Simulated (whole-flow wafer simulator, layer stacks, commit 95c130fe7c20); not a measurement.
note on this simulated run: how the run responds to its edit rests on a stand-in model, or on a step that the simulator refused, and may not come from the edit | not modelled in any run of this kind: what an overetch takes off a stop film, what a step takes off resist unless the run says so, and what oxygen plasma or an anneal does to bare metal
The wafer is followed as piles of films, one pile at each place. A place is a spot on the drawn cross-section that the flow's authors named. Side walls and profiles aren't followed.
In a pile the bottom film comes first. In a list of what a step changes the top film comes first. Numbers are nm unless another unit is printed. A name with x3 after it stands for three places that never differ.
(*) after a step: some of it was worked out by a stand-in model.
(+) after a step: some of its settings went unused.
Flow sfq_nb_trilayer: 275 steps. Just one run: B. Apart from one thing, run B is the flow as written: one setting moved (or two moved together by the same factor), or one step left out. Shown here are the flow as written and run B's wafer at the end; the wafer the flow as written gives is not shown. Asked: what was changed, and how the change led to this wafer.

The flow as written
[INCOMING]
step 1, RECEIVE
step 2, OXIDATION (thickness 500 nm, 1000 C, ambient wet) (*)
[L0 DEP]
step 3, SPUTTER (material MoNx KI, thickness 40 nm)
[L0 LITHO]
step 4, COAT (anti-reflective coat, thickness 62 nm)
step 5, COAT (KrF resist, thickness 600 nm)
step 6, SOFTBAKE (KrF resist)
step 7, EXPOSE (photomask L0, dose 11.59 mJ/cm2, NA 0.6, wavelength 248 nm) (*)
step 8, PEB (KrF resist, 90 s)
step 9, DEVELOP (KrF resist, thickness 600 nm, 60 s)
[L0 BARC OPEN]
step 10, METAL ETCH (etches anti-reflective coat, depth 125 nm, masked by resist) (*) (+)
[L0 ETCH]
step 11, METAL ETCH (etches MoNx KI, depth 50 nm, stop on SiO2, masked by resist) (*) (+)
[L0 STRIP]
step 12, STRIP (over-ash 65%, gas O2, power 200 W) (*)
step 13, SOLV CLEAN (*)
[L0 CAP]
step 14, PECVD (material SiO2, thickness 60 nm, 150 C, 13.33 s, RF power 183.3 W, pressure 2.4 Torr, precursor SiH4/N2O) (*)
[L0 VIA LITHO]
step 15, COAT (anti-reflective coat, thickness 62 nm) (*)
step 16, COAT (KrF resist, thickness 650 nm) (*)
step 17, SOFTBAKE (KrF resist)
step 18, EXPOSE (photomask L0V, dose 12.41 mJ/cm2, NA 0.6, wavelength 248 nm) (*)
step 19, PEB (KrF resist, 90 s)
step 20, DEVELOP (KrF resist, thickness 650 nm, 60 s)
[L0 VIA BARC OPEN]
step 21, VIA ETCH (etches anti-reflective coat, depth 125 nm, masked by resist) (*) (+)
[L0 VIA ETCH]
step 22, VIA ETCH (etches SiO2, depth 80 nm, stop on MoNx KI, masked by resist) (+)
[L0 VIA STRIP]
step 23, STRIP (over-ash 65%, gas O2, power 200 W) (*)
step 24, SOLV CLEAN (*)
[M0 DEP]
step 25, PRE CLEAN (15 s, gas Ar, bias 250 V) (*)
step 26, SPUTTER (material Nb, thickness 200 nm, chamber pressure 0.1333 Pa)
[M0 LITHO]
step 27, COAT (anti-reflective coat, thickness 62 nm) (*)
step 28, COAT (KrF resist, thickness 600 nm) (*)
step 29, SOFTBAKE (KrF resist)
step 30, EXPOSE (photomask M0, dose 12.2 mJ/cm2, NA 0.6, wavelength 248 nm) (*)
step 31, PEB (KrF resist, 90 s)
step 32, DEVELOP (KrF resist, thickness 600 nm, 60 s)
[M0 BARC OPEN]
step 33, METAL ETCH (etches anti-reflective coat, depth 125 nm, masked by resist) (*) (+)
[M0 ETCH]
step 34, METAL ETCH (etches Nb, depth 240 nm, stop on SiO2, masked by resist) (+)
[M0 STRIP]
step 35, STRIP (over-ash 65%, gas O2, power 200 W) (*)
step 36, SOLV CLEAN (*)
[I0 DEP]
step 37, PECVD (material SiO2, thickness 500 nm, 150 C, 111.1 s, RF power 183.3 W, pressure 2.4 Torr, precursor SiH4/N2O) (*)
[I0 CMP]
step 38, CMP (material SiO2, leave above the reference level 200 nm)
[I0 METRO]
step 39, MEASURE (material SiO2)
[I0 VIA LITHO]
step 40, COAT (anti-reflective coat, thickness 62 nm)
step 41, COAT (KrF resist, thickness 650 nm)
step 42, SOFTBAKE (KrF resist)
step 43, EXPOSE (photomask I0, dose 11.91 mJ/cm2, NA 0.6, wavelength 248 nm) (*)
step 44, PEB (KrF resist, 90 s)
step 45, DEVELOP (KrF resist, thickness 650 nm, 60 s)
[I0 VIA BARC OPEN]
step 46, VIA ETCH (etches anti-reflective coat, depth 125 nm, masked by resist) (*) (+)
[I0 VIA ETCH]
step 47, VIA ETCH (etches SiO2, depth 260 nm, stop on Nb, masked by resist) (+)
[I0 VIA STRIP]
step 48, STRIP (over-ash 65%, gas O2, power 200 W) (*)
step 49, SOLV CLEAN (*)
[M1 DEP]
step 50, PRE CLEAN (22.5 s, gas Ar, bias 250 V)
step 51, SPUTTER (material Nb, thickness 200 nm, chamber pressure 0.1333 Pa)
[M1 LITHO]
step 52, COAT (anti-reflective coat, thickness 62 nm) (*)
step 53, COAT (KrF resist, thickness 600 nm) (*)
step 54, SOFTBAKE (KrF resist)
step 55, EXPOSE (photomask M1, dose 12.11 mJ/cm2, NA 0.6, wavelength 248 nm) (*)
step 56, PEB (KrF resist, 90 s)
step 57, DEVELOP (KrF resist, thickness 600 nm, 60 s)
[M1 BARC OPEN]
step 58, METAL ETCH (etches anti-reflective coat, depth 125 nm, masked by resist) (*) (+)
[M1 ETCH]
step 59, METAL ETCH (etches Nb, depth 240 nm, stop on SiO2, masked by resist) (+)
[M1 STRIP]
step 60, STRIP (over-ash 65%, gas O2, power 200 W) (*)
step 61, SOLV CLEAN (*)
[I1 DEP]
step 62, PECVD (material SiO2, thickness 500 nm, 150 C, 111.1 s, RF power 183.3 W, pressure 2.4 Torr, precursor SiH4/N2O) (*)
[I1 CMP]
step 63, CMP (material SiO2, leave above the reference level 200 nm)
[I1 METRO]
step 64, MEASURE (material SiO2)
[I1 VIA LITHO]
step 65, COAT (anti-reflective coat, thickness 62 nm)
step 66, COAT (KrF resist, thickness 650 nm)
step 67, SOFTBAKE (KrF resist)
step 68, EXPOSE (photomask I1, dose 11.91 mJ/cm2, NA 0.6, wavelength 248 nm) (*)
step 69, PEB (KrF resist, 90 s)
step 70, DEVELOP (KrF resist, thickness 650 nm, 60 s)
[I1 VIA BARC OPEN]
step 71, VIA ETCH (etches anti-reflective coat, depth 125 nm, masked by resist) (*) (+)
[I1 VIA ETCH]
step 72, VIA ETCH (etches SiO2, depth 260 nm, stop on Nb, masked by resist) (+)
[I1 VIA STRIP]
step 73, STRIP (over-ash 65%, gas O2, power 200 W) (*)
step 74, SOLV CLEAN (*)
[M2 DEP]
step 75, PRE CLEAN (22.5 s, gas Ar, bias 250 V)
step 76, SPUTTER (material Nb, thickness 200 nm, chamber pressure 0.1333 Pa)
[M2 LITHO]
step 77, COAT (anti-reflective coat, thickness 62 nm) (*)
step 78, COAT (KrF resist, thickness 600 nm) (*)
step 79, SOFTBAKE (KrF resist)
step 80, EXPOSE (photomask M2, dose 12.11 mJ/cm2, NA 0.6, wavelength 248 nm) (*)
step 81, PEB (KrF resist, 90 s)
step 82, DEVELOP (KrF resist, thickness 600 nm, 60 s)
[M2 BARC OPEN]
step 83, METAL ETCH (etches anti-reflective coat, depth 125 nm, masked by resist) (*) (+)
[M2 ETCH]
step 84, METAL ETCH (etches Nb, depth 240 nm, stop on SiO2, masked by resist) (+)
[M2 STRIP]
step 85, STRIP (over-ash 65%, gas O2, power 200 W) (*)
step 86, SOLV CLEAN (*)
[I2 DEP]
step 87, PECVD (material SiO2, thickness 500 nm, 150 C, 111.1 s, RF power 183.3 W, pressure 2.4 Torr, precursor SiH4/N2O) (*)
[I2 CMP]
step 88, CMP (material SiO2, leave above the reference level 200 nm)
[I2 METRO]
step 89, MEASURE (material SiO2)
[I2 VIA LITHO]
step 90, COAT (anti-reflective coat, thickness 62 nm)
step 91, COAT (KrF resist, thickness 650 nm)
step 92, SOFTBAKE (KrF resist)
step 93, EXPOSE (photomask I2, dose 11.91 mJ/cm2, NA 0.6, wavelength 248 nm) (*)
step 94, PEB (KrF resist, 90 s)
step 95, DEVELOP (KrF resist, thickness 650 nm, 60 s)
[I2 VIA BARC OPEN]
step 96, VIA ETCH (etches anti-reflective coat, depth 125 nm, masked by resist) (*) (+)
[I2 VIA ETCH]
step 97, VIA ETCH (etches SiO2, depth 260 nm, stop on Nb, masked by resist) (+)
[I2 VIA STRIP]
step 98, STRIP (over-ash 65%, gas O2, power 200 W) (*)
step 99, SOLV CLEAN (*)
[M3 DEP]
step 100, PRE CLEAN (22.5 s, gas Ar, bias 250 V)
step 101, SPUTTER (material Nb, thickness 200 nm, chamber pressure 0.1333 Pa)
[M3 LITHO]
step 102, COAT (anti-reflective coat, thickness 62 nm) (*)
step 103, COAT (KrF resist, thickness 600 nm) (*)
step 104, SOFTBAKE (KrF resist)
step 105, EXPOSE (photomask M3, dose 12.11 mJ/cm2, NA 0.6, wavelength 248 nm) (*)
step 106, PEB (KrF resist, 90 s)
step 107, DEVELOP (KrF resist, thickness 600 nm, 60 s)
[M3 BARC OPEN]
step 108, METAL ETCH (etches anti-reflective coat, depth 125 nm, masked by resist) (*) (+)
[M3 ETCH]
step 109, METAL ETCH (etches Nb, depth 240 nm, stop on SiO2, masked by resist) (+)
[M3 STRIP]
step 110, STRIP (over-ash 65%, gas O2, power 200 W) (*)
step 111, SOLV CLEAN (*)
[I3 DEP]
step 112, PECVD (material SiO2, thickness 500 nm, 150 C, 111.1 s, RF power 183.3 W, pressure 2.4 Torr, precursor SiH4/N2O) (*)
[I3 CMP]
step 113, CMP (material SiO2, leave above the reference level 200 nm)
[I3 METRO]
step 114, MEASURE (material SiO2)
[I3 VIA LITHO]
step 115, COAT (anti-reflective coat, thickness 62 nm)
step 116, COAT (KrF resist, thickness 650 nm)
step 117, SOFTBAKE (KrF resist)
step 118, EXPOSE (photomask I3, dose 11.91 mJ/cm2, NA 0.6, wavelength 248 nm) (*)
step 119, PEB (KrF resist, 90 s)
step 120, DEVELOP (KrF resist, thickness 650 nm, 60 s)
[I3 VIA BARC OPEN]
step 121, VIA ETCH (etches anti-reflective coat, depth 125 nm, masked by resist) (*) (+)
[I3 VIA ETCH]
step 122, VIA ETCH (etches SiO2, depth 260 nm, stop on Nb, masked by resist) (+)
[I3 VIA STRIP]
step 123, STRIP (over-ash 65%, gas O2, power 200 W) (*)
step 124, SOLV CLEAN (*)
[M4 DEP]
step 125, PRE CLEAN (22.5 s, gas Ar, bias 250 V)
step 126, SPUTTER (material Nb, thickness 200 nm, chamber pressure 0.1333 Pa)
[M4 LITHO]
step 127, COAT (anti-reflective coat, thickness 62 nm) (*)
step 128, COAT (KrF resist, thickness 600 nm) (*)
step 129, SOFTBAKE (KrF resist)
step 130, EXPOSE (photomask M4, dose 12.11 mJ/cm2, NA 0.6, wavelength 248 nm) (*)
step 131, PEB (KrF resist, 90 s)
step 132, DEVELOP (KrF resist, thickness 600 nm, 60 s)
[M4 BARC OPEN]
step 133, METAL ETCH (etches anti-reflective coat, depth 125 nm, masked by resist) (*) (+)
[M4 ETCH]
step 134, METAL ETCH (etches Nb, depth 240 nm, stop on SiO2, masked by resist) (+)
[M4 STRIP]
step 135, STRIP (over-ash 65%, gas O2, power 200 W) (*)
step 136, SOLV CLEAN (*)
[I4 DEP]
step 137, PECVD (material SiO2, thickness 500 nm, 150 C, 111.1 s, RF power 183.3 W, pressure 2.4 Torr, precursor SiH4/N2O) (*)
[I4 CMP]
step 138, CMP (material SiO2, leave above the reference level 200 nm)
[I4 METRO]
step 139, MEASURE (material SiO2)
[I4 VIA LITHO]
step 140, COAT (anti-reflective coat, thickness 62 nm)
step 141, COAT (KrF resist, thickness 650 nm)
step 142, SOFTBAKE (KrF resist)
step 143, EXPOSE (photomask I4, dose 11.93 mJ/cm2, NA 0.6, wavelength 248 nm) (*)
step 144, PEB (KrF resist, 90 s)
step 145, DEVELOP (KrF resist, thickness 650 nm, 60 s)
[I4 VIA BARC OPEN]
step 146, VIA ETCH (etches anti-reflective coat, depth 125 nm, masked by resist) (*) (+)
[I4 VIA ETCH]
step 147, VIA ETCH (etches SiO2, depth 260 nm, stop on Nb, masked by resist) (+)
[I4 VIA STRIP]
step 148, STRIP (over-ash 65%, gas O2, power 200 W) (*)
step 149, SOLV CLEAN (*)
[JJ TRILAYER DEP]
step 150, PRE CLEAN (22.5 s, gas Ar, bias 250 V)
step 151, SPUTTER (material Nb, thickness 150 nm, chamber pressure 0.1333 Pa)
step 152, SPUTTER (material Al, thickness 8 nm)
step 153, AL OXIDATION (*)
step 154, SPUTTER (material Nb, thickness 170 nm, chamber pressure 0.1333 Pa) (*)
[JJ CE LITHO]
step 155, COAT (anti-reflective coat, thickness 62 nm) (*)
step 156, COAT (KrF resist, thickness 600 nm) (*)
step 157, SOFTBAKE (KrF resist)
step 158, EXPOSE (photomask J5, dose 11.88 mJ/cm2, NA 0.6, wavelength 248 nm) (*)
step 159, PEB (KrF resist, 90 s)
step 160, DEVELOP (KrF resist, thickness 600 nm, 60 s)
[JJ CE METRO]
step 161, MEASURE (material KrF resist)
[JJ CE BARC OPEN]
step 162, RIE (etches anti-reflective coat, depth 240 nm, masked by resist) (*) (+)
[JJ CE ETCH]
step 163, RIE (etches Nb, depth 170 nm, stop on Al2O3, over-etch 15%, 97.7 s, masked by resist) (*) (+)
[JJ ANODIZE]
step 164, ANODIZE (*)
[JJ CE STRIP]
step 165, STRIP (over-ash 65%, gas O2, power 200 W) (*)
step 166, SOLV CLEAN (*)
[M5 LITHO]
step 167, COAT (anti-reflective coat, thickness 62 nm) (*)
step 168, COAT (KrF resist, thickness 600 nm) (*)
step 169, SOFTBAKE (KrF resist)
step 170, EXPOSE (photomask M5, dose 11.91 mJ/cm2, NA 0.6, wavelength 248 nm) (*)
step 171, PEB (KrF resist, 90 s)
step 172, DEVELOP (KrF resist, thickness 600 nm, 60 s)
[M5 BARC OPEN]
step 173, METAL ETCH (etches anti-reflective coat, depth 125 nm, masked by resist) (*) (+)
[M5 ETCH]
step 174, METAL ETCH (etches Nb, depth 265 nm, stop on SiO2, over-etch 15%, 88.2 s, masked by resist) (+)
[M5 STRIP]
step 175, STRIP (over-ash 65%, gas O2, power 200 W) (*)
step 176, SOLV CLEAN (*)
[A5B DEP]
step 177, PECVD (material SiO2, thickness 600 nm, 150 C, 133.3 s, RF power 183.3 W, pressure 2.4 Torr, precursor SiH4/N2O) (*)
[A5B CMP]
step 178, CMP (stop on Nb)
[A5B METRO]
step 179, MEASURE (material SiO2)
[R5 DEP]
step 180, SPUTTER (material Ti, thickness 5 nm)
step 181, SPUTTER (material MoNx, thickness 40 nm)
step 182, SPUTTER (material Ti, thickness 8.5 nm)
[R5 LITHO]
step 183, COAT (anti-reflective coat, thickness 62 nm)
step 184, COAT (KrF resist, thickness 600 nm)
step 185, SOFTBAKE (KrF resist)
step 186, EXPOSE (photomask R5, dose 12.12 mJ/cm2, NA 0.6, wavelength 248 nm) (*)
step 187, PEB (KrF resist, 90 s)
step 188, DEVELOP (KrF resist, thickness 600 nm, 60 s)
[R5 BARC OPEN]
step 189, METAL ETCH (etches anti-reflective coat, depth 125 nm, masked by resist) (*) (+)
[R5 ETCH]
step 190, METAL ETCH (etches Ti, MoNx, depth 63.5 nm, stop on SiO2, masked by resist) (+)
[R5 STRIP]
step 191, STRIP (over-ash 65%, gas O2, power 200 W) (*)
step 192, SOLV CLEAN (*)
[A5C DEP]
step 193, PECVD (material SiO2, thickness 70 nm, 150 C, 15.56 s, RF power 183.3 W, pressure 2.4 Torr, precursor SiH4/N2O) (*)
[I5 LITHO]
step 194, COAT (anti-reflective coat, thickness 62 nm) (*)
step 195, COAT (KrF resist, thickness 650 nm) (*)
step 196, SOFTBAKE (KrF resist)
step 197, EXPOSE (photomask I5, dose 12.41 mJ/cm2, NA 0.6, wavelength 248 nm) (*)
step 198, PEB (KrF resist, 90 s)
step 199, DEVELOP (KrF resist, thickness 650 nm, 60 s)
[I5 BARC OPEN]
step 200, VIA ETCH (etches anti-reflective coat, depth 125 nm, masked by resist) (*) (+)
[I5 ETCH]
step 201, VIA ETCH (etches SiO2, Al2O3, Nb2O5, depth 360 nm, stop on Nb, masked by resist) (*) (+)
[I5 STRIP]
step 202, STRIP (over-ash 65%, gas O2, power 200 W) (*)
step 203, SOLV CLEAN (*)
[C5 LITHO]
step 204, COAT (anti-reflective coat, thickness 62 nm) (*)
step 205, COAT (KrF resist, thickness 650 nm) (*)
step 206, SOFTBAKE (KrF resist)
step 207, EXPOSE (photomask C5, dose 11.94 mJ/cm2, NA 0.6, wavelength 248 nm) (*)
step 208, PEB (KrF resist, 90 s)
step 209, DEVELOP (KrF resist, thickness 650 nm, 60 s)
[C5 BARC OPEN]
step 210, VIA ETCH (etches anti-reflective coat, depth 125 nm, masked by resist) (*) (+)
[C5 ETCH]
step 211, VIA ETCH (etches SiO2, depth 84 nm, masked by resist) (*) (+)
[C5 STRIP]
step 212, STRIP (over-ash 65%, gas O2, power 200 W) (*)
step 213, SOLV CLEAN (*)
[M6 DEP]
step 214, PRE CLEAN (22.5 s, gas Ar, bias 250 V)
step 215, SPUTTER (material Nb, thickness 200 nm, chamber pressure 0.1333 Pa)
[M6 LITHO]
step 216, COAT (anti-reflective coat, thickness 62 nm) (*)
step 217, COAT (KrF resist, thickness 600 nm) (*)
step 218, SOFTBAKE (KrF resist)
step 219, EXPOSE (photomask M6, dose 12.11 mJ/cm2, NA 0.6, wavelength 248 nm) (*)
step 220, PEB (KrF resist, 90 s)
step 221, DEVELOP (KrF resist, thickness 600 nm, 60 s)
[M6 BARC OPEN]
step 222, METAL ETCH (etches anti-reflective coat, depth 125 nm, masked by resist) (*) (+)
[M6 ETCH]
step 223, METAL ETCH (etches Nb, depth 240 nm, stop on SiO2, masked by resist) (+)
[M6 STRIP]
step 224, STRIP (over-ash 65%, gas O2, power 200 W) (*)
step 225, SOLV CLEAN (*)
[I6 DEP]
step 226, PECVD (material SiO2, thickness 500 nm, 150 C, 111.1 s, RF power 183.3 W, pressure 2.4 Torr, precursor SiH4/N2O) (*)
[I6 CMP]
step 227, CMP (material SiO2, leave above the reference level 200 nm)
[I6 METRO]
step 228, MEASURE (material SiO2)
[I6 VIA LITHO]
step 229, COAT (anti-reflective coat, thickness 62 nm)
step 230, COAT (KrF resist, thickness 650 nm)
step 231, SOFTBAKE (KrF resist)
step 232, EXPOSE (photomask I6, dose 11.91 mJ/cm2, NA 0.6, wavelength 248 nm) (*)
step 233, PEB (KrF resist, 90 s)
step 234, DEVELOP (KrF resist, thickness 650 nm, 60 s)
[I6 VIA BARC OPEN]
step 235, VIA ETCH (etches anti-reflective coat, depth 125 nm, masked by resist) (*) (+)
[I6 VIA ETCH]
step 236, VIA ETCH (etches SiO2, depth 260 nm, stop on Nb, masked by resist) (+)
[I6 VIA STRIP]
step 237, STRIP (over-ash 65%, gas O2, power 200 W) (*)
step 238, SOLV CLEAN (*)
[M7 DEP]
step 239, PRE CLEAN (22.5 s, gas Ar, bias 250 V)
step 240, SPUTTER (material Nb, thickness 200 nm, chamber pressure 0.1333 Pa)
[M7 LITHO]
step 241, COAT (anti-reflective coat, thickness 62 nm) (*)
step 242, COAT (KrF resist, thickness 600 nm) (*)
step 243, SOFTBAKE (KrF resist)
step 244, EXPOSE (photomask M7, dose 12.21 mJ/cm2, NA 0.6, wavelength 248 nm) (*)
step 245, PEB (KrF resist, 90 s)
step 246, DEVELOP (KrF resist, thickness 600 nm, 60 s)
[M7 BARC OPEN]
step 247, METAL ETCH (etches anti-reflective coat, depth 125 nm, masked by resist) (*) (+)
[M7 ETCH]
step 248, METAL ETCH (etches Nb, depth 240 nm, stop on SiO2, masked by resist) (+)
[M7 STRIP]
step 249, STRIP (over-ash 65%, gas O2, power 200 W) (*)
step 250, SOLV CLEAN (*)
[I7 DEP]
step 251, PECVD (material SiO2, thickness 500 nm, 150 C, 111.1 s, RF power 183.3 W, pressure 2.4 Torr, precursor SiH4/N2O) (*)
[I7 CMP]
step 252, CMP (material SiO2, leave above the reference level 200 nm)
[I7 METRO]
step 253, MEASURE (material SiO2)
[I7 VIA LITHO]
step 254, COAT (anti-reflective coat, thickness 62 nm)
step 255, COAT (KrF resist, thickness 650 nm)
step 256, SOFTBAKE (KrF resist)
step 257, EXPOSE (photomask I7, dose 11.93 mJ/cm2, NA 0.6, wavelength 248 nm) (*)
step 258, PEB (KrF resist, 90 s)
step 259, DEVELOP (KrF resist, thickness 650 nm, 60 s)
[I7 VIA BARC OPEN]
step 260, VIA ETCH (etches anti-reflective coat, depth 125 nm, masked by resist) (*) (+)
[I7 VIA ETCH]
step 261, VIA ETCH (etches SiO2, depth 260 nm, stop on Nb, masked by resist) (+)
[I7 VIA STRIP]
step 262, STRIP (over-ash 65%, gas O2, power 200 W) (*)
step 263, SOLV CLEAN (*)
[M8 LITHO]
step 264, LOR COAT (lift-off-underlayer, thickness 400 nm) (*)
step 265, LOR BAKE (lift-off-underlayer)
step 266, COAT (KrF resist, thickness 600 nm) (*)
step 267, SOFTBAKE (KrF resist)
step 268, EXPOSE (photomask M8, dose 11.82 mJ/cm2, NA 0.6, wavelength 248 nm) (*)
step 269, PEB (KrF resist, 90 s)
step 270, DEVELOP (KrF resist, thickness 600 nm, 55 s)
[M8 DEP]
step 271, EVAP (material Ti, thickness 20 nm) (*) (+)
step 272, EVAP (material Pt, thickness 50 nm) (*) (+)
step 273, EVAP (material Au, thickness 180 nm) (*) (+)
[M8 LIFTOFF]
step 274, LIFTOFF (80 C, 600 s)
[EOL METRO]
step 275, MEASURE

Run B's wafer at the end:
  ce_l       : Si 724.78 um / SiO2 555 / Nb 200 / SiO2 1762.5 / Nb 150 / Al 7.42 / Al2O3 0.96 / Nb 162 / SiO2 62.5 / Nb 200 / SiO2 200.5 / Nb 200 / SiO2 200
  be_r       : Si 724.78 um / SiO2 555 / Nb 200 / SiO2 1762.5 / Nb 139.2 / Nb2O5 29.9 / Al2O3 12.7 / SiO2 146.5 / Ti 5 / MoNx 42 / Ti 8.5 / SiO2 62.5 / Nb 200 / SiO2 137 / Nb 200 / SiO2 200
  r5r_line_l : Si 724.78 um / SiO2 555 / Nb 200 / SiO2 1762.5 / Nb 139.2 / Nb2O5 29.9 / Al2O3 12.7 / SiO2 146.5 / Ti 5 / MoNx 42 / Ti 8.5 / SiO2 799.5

Cause: step 181, SPUTTER: thickness 42 nm was run, whereas the flow has thickness 40 nm.
The wafer itself shows it: be_r has MoNx 42, and step 181 as written asks for 40 nm.

Step by step, how the change led to this:
  step 181, SPUTTER (material MoNx, thickness 40 nm)
      field_l, v_sur, via_wl and 103 more: MoNx gains 42 (new film) (in the flow as written it would be: MoNx gains 40 (new film))
  step 190, METAL ETCH (etches Ti, MoNx, depth 63.5 nm, stop on SiO2, masked by resist) (+)
      field_l, v_sur, via_wl and 92 more: Ti loses 8.5 (all of it), MoNx loses 42 (all of it), Ti loses 5 (all of it) (in the flow as written it would be: Ti loses 8.5 (all of it), MoNx loses 40 (all of it), Ti loses 5 (all of it))
      ce_l, c5j, ce_r, wl_jj: Ti loses 8.5 (all of it), MoNx loses 42 (all of it), Ti loses 5 (all of it), Nb loses 8 (in the flow as written it would be: Ti loses 8.5 (all of it), MoNx loses 40 (all of it), Ti loses 5 (all of it), Nb loses 10)
